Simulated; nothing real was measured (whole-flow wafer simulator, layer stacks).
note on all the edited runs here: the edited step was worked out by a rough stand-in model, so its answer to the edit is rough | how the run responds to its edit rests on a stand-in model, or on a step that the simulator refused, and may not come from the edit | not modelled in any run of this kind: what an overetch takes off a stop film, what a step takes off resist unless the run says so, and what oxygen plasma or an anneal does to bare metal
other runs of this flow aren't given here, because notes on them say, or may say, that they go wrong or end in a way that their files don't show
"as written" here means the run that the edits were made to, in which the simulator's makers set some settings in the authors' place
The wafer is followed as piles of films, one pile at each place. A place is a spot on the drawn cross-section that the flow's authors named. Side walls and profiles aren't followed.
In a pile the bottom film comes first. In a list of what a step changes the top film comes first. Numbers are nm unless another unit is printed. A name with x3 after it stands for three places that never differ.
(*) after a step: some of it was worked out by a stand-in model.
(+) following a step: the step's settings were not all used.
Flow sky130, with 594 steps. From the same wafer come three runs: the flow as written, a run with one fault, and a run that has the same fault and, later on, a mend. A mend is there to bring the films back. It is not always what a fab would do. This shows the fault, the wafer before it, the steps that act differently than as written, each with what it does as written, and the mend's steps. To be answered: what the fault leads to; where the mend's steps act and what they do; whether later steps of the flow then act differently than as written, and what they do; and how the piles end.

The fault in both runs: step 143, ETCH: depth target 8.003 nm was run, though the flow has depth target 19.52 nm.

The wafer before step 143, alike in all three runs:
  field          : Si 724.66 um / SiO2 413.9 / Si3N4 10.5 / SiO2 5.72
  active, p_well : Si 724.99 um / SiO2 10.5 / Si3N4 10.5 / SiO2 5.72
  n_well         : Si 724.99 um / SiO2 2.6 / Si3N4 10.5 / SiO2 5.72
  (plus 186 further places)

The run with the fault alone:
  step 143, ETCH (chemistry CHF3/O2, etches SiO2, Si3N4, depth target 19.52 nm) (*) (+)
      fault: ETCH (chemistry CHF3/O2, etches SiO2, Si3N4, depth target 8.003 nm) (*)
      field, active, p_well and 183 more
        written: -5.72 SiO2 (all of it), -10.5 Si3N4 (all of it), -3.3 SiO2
        fault: -5.72 SiO2 (all of it), -2.28 Si3N4
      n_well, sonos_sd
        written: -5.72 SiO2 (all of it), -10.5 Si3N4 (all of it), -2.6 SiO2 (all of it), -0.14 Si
        fault: -5.72 SiO2 (all of it), -2.28 Si3N4
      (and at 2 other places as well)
  Steps later in the flow that act otherwise than as written (51 other steps are not shown; they differ only slightly, by no more than 2% or 0.5 nm, whichever is larger):
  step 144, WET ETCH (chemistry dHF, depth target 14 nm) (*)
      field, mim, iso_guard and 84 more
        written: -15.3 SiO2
        fault: -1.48 Si3N4
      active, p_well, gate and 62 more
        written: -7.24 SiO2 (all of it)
        fault: -1.48 Si3N4
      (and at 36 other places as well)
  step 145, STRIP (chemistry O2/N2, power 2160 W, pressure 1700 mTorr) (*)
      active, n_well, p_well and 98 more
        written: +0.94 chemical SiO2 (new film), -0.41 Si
        fault: nothing
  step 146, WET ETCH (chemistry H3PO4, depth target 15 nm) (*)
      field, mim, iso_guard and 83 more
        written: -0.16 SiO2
        fault: -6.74 Si3N4 (all of it), -0.09 SiO2
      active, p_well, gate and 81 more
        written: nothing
        fault: -6.74 Si3N4 (all of it)
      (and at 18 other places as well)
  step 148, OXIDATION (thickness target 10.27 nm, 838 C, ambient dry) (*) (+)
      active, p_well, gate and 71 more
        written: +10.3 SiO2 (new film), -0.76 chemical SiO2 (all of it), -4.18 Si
        fault: +6.52 SiO2, -2.87 Si
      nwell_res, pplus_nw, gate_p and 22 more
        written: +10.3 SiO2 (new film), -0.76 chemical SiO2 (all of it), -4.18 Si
        fault: +6.54 SiO2, -2.88 Si
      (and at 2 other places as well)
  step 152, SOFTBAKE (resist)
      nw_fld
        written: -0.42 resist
        fault: +1.42 resist
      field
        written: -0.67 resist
        fault: -0.04 resist
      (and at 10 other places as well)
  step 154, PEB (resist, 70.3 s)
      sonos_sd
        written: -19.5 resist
        fault: -20.1 resist
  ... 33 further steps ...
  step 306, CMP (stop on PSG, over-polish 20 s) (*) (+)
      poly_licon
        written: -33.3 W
        fault: -50.1 W
  By the end, the piles at field, gate_hv, m1 and 127 more depart from the flow's by more than 2% or 0.5 nm, whichever is larger.
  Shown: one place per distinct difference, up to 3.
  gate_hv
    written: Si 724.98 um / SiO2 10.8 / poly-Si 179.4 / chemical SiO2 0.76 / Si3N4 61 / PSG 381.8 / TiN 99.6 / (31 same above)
    fault: Si 724.99 um / SiO2 17.1 / poly-Si 179.4 / chemical SiO2 0.76 / Si3N4 61 / PSG 375.5 / TiN 99.6 / (31 same above)
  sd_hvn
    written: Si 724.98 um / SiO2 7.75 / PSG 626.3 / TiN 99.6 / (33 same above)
    fault: Si 724.98 um / SiO2 13.9 / PSG 620.1 / TiN 99.6 / (33 same above)
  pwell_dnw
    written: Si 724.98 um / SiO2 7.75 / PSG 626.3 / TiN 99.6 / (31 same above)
    fault: Si 724.98 um / SiO2 13.9 / PSG 620.1 / TiN 99.6 / (31 same above)

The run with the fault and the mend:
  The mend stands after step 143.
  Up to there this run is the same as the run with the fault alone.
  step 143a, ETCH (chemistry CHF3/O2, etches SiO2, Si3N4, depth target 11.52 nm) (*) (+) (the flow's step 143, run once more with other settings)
      field, active, p_well and 183 more
        -8.22 Si3N4 (all of it), -3.3 SiO2
      n_well, sonos_sd
        -8.22 Si3N4 (all of it), -2.6 SiO2 (all of it), -0.14 Si
      sonos_cell, sonos_cell_x
        -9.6 resist
  None of the later steps of the flow differs from how it acts as written, at any place that is followed, by more than 2% or 0.5 nm, whichever is larger.
  When the end is reached, the piles differ only a little from the flow's at the places that both follow, at most by 2% or 0.5 nm, whichever is larger.
